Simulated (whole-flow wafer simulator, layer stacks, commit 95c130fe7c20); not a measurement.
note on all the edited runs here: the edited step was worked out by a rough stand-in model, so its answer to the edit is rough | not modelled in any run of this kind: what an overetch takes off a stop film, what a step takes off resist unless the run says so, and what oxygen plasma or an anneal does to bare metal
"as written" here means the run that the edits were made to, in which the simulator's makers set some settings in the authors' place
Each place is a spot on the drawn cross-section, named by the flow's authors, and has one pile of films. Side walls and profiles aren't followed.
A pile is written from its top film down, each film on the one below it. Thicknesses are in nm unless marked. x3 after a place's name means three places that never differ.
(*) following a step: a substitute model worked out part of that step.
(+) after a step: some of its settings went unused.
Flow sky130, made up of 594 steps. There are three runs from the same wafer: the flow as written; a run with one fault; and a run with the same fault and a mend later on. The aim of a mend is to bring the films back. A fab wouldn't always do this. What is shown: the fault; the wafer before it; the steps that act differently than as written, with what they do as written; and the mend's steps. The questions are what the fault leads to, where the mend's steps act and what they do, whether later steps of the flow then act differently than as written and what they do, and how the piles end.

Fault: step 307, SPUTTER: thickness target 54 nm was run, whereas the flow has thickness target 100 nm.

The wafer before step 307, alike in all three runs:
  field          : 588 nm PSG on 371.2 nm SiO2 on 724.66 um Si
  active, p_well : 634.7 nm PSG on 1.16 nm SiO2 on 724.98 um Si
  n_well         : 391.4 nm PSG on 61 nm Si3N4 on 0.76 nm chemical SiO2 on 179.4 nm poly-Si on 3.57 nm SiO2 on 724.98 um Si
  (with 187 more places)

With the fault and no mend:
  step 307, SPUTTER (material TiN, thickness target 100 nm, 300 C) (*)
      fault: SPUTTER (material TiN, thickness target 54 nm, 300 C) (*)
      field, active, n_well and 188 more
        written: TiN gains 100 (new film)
        fault: TiN gains 54 (new film)
  Later steps of the flow acting differently than as written (1 other step is not shown; it differs only slightly, by no more than 2% or 0.5 nm, whichever is larger):
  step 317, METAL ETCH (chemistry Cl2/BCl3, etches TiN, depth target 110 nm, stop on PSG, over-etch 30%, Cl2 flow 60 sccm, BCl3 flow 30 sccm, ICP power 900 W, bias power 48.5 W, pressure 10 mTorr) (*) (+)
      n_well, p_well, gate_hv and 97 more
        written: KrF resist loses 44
        fault: KrF resist loses 27.4
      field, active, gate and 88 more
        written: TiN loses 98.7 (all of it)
        fault: TiN loses 52.7 (all of it)
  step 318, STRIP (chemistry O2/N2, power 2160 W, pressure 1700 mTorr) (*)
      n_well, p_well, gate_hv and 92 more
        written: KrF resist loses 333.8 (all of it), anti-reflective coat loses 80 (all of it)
        fault: KrF resist loses 350.4 (all of it), anti-reflective coat loses 80 (all of it)
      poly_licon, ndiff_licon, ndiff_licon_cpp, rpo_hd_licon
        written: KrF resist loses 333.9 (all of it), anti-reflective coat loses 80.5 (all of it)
        fault: KrF resist loses 350.5 (all of it), anti-reflective coat loses 80.5 (all of it)
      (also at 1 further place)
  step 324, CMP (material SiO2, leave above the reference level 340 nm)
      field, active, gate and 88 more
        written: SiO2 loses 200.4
        fault: SiO2 loses 246.4
  At n_well, p_well, gate_hv and 118 more, the piles at the end differ from the flow's by more than 2% or 0.5 nm, whichever is larger.
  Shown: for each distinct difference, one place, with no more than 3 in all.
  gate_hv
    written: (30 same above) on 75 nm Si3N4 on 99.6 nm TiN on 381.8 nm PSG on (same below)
    fault: (30 same above) on 75 nm Si3N4 on 53.6 nm TiN on 381.8 nm PSG on (same below)
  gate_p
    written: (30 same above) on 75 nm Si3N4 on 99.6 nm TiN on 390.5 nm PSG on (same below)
    fault: (30 same above) on 75 nm Si3N4 on 53.6 nm TiN on 390.5 nm PSG on (same below)
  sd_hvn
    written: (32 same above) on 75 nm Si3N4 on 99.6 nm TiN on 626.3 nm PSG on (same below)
    fault: (32 same above) on 75 nm Si3N4 on 53.6 nm TiN on 626.3 nm PSG on (same below)

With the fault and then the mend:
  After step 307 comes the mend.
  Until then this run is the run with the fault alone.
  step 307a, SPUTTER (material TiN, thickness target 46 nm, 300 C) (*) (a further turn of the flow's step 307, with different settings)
      field, active, n_well and 188 more
        TiN gains 46
  Every later step of the flow that is run acts as written, at every place that is followed, to within 2% or 0.5 nm, whichever is larger.
  By the end, the piles equal the flow's at every place that both follow.
